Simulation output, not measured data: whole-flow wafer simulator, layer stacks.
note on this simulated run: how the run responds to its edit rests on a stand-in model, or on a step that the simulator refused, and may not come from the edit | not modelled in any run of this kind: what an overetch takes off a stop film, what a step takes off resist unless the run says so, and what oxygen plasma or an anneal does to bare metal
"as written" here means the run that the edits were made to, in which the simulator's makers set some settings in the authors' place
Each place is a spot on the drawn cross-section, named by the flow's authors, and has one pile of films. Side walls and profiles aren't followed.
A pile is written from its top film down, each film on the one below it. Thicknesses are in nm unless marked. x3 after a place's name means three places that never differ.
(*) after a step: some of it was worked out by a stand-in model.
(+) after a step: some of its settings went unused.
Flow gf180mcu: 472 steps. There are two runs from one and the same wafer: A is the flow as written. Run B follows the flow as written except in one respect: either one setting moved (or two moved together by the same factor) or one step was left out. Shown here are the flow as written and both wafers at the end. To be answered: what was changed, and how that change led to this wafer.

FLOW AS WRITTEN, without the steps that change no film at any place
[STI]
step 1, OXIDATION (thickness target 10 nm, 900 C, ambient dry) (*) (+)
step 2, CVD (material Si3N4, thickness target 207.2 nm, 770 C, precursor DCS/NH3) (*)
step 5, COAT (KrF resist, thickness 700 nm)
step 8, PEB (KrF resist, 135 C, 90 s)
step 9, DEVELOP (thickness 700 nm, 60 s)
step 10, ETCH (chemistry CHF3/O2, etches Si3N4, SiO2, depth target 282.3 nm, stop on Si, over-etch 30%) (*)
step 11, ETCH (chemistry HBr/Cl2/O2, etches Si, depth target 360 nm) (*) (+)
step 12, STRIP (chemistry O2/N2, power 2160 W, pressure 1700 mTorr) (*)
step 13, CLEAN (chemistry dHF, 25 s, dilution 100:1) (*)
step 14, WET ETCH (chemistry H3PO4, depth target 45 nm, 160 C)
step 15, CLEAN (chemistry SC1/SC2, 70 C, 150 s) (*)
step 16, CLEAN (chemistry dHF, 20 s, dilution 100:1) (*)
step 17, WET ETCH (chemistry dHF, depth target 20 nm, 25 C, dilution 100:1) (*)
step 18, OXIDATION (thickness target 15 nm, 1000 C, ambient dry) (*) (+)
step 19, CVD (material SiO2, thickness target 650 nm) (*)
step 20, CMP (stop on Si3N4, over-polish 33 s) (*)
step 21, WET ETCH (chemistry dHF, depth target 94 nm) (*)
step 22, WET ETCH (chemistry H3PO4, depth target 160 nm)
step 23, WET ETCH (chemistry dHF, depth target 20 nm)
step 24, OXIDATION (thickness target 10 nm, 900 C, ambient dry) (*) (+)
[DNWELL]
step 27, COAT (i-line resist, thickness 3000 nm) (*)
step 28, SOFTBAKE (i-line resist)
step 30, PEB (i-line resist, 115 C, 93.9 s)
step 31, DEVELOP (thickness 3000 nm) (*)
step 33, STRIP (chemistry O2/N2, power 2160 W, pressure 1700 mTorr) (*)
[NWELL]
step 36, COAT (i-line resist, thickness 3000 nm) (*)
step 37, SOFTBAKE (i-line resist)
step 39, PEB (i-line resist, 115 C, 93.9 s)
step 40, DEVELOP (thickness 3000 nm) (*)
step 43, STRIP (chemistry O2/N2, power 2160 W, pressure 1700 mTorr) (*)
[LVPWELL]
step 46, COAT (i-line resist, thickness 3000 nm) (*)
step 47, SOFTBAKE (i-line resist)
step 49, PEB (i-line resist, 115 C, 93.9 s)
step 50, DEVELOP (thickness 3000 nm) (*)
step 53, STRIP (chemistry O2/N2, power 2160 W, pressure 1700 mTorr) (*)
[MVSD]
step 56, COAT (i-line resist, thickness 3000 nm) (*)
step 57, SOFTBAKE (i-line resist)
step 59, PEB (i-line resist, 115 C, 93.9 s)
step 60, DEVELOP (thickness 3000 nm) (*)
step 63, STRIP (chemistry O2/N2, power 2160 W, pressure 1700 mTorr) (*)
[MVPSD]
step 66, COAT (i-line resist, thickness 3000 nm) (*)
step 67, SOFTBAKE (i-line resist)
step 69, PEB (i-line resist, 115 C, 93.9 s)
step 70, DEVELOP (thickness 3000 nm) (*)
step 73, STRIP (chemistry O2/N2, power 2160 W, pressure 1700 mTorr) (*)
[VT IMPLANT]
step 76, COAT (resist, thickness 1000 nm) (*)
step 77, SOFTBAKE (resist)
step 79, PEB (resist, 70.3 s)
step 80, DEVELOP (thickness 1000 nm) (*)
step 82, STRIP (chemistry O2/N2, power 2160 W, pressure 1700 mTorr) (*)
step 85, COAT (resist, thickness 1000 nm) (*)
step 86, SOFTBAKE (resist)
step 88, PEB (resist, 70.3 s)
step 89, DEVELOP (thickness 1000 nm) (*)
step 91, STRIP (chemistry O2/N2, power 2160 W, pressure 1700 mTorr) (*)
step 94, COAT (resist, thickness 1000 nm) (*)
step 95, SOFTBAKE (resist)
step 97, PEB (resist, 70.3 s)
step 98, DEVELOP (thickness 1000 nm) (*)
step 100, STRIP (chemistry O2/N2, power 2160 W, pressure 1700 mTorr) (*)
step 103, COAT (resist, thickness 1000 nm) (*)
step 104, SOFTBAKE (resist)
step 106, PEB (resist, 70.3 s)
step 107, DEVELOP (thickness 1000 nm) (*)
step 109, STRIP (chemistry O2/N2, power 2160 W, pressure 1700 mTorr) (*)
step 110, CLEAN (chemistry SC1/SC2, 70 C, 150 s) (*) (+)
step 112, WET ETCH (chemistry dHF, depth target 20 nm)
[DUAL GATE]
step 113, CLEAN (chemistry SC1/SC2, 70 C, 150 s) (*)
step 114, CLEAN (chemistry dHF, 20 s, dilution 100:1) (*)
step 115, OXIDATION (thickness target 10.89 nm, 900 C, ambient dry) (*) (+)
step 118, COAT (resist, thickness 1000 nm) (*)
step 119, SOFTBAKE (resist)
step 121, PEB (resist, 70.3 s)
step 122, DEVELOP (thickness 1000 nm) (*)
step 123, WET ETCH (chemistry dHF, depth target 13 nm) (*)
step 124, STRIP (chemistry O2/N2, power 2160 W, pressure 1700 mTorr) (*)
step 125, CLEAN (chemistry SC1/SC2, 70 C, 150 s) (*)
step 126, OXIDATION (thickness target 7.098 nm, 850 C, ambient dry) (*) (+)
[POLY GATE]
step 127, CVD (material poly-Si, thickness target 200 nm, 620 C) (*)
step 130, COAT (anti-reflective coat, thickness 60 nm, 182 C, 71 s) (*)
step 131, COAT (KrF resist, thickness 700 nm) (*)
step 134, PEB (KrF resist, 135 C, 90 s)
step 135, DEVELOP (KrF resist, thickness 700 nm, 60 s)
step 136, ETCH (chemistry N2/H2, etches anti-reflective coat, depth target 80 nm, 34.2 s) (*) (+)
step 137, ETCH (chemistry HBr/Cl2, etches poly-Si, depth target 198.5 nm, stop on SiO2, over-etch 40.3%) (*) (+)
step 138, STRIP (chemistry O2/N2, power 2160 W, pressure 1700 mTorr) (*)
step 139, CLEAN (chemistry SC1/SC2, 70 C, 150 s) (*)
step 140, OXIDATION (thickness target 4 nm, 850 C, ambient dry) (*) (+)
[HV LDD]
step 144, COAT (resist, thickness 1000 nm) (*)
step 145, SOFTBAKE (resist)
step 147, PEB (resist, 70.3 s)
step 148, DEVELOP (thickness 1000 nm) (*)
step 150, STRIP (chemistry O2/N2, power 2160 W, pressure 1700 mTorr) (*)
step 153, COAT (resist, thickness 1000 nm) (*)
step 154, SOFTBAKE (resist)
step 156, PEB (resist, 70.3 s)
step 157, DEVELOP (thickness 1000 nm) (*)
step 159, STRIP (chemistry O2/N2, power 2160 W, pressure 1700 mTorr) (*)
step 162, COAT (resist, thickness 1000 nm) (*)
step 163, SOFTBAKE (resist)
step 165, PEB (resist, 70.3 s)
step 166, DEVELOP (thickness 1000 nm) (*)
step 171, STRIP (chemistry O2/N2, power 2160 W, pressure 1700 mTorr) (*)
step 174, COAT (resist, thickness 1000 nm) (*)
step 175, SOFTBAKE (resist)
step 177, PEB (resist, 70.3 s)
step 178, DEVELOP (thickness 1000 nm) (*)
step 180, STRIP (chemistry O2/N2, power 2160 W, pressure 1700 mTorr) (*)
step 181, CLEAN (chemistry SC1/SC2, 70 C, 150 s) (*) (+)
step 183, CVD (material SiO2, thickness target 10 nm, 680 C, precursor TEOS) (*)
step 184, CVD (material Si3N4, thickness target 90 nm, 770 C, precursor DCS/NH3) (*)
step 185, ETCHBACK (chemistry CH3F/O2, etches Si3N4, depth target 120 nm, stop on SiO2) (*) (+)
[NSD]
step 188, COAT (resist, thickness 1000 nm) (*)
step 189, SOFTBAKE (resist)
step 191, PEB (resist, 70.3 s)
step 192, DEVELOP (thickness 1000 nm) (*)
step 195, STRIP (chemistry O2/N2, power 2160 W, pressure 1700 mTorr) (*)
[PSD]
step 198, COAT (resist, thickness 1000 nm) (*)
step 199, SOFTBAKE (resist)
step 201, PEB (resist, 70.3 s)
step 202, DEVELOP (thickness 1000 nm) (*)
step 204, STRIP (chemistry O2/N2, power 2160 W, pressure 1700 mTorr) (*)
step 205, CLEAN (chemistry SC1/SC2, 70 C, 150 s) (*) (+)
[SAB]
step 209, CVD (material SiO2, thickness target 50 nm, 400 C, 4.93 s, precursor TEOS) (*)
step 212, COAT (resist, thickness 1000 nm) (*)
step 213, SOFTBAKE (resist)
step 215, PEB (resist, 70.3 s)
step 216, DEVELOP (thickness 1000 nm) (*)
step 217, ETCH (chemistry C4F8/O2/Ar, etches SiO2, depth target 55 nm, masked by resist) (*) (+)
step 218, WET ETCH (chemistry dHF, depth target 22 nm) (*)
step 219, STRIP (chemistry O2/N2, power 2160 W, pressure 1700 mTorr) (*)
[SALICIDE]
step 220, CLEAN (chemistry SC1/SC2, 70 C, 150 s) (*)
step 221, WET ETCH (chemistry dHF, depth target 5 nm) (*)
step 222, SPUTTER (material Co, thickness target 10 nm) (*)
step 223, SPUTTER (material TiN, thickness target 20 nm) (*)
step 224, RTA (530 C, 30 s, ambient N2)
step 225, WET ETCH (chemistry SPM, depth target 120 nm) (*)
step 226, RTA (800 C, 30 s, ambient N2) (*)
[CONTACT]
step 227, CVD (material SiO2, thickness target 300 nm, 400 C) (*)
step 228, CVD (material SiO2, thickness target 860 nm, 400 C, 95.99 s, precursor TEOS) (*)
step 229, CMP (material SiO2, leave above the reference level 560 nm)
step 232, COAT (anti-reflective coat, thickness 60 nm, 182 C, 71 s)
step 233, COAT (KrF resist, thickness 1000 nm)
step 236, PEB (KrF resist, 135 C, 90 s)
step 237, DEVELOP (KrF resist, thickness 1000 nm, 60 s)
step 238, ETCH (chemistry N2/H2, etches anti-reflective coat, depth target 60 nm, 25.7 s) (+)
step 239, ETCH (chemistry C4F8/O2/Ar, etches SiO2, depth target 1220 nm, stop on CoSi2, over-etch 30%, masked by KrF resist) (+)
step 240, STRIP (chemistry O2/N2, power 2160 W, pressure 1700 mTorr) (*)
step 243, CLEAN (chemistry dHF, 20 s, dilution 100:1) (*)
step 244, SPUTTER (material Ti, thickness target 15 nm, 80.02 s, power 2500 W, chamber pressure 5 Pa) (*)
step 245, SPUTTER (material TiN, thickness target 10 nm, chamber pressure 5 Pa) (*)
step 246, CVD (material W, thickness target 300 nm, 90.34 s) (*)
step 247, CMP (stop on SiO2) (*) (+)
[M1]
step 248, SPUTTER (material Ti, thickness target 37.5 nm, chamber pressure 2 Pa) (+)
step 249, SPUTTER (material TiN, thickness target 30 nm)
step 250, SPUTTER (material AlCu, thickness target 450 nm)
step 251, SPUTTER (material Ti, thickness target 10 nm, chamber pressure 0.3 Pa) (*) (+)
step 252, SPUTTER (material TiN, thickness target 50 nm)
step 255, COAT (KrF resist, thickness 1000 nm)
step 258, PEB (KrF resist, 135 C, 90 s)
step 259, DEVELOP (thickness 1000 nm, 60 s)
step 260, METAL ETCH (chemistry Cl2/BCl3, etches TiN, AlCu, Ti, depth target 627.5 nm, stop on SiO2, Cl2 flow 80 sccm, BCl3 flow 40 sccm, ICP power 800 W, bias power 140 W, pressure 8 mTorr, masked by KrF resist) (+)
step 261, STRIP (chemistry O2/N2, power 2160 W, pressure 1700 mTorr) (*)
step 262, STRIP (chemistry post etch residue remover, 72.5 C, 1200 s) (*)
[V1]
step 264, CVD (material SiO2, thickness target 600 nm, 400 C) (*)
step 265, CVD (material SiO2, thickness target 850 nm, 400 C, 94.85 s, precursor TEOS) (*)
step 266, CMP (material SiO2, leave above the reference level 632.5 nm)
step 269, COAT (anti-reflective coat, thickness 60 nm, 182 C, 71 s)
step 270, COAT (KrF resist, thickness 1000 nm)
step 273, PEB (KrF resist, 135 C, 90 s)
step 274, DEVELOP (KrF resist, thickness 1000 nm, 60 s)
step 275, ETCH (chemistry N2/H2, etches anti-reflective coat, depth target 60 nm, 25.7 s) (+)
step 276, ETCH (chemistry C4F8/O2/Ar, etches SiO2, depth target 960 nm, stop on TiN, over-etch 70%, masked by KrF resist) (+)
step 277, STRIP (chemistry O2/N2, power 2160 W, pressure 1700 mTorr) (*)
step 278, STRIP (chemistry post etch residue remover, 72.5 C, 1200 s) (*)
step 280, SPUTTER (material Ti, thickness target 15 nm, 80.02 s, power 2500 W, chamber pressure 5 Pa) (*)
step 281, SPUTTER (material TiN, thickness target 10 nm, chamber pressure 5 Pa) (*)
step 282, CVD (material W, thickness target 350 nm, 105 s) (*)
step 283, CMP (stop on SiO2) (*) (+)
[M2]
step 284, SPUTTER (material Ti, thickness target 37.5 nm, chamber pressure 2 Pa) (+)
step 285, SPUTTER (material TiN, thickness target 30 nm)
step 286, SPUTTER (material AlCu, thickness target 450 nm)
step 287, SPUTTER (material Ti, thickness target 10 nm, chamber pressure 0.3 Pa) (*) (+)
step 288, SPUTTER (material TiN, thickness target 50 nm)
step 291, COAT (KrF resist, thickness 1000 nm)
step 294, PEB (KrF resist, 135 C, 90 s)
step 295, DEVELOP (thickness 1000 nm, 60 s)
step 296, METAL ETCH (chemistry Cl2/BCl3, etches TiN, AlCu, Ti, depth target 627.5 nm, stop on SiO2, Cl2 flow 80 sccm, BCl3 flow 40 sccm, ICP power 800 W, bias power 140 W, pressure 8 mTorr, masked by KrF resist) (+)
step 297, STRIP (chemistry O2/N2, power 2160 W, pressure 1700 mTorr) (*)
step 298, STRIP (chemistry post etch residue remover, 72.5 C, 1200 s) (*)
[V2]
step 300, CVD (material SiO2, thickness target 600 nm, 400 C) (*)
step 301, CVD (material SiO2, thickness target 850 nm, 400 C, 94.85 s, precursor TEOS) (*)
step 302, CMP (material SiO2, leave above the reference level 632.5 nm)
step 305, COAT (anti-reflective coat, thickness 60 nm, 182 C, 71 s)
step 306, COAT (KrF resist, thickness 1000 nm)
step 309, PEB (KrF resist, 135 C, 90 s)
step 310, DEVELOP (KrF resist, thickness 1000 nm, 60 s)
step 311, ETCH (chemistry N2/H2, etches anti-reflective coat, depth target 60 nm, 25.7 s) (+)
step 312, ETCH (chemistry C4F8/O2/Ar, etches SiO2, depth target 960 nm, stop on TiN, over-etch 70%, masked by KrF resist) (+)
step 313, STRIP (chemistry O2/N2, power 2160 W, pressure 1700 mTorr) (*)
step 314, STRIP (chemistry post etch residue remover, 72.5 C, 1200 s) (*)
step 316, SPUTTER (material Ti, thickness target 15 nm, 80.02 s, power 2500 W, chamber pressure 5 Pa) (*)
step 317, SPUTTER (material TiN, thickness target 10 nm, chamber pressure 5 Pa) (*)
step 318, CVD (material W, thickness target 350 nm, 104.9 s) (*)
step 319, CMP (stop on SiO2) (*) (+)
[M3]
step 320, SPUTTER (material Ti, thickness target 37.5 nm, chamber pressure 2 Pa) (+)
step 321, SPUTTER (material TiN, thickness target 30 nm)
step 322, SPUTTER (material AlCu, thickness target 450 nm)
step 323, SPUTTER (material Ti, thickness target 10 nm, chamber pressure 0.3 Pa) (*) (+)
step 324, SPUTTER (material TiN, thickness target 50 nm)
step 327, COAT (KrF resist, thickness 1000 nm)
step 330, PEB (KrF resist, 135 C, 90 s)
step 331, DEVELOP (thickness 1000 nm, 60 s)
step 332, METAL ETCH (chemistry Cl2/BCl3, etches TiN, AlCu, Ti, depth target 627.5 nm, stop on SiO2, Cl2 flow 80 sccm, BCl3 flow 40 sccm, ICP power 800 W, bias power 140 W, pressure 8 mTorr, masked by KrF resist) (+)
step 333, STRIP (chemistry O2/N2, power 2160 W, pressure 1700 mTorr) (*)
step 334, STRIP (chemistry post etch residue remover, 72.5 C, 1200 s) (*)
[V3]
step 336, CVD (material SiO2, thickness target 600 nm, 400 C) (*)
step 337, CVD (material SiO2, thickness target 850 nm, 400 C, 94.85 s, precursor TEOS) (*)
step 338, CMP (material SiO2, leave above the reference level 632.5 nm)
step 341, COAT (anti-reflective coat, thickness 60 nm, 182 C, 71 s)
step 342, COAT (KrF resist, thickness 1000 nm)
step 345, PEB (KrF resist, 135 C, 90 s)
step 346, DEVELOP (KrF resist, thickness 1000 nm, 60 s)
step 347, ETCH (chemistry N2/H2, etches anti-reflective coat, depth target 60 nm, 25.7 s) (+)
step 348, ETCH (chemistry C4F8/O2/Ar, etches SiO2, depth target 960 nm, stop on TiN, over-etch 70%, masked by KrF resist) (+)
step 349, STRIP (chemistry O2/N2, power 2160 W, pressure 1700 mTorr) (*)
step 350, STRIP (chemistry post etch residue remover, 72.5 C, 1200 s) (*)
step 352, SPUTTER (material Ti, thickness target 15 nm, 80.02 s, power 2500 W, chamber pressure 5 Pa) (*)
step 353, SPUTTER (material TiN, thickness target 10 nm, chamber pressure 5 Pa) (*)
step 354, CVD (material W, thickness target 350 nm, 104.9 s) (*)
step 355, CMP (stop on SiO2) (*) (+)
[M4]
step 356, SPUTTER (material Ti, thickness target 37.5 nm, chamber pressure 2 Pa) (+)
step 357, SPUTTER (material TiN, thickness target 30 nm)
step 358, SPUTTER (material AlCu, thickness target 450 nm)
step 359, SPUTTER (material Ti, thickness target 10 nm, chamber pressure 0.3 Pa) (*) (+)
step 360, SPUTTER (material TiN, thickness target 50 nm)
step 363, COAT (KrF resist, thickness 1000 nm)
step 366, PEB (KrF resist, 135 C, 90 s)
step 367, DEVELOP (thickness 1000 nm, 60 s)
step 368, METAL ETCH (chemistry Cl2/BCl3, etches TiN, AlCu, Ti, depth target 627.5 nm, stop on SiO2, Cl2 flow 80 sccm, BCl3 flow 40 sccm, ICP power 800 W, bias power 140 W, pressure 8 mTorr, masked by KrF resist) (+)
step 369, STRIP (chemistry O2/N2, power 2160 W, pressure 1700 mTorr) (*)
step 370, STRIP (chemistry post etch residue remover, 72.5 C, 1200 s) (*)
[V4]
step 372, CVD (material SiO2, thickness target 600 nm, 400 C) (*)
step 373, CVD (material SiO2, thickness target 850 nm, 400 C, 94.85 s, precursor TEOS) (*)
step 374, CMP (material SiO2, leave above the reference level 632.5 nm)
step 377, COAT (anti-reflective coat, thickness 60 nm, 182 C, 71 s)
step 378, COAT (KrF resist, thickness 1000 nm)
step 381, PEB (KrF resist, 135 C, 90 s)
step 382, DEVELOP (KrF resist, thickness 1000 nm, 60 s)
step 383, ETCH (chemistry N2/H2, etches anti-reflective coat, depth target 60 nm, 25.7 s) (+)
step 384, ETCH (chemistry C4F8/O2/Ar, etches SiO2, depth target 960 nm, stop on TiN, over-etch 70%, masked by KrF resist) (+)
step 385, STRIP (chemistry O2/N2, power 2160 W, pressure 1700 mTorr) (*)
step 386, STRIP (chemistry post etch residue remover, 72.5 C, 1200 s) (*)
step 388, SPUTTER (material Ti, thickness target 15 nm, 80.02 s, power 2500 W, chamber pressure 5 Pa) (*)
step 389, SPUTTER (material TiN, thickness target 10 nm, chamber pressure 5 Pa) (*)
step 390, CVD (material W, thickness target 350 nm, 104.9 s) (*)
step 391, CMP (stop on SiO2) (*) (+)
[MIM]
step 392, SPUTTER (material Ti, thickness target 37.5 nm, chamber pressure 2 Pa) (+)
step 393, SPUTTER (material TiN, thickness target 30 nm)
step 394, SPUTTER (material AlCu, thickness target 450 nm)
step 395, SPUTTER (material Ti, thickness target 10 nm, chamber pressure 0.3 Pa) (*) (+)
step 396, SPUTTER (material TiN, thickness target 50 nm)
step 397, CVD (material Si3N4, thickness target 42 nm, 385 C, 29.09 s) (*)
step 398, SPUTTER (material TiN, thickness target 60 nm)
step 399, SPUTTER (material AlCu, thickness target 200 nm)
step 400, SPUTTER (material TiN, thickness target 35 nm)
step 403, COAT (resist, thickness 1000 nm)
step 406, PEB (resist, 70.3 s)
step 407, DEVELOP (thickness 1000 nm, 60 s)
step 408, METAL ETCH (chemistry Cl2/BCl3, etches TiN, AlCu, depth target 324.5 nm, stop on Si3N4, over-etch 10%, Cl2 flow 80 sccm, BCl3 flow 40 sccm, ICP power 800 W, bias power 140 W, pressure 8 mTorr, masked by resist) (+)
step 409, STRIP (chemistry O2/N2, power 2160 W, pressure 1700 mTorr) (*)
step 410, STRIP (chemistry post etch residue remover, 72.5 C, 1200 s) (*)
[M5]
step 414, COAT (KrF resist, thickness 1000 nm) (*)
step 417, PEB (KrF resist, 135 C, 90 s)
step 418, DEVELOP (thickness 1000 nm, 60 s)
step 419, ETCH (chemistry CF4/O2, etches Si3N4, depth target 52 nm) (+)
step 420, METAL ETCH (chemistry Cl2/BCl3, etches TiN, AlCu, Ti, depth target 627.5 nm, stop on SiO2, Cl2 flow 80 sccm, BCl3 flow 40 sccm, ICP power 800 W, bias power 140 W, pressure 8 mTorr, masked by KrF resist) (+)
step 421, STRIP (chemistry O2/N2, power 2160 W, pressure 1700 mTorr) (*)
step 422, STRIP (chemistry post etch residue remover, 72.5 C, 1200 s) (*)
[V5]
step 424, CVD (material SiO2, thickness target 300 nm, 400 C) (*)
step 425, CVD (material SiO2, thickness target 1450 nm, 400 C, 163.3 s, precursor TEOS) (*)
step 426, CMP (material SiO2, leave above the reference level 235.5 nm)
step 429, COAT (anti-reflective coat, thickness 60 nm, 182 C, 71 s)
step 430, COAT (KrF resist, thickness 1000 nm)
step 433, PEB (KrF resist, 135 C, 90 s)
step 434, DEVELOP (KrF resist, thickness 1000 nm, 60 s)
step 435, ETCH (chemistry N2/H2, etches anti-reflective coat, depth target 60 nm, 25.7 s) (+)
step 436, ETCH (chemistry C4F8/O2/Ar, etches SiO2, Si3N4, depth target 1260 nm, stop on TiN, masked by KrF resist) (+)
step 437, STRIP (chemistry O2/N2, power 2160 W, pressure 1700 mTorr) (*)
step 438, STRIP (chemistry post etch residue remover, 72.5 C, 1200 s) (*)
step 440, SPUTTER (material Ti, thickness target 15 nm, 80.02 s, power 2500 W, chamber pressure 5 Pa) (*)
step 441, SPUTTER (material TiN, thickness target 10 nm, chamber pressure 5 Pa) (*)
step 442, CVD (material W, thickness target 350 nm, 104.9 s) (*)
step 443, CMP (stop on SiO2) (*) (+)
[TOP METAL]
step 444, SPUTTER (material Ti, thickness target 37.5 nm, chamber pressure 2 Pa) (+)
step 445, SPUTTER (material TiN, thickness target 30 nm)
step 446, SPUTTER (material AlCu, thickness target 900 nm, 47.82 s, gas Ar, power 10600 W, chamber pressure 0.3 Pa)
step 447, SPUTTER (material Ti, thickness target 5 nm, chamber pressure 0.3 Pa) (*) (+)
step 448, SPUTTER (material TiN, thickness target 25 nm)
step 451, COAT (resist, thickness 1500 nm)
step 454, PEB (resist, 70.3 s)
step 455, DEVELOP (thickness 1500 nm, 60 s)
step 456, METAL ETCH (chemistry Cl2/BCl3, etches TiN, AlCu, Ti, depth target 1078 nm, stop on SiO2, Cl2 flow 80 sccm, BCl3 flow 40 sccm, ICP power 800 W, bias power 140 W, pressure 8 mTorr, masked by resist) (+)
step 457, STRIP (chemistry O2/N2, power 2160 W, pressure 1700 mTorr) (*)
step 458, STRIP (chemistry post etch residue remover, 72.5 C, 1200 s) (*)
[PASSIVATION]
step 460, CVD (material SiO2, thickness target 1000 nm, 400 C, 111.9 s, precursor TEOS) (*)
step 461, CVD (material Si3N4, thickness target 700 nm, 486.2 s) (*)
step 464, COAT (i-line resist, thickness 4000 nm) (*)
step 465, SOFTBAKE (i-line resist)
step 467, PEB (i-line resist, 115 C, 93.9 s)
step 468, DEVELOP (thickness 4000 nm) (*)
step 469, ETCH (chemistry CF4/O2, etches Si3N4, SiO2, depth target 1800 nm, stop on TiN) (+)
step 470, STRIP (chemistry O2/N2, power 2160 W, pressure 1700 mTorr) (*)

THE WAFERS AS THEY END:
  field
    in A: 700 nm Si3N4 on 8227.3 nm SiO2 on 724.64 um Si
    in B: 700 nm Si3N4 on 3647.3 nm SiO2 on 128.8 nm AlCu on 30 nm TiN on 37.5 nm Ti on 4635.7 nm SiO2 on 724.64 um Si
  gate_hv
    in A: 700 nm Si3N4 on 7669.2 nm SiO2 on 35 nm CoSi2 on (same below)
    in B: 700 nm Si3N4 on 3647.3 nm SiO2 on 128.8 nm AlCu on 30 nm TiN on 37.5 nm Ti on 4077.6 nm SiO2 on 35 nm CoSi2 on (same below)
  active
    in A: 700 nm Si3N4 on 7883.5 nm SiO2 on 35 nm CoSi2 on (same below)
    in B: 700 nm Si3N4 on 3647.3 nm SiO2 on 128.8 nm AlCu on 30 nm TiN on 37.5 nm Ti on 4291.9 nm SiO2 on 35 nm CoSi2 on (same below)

Cause: step 358, SPUTTER: thickness target 702 nm was run, though the flow has thickness target 450 nm.

The path from the change to this, step by step:
  step 358, SPUTTER (material AlCu, thickness target 450 nm)
      field, field__w1, field__w2 and 108 more: A +450 AlCu (new film) | B +702 AlCu (new film)
  step 368, METAL ETCH (chemistry Cl2/BCl3, etches TiN, AlCu, Ti, depth target 627.5 nm, stop on SiO2, Cl2 flow 80 sccm, BCl3 flow 40 sccm, ICP power 800 W, bias power 140 W, pressure 8 mTorr, masked by KrF resist) (+)
      field, field__w1, field__w2 and 103 more: A -50 TiN (all of it), -10 Ti (all of it), -450 AlCu (all of it), -30 TiN (all of it), -37.5 Ti (all of it) | B -50 TiN (all of it), -10 Ti (all of it), -567.5 AlCu
  step 370, STRIP (chemistry post etch residue remover, 72.5 C, 1200 s) (*)
      field, field__w1, field__w2 and 103 more: A nothing | B -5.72 AlCu
  step 372, CVD (material SiO2, thickness target 600 nm, 400 C) (*)
      field, field__w1, field__w2 and 103 more: A +600 SiO2 | B +600 SiO2 (new film)
  step 374, CMP (material SiO2, leave above the reference level 632.5 nm)
      field, field__w1, field__w2 and 103 more: A -300 SiO2 | B -244.3 SiO2
If metal films that touch count as one body, field has 1 body; the flow as written gives 0 bodies.
If metal films that touch count as one body, gate_hv has 2 bodies (between them, from the top down: SiO2 4077.6); the flow as written gives 1 body.
If metal films that touch count as one body, active has 2 bodies (between them, from the top down: SiO2 4291.9); the flow as written gives 1 body.
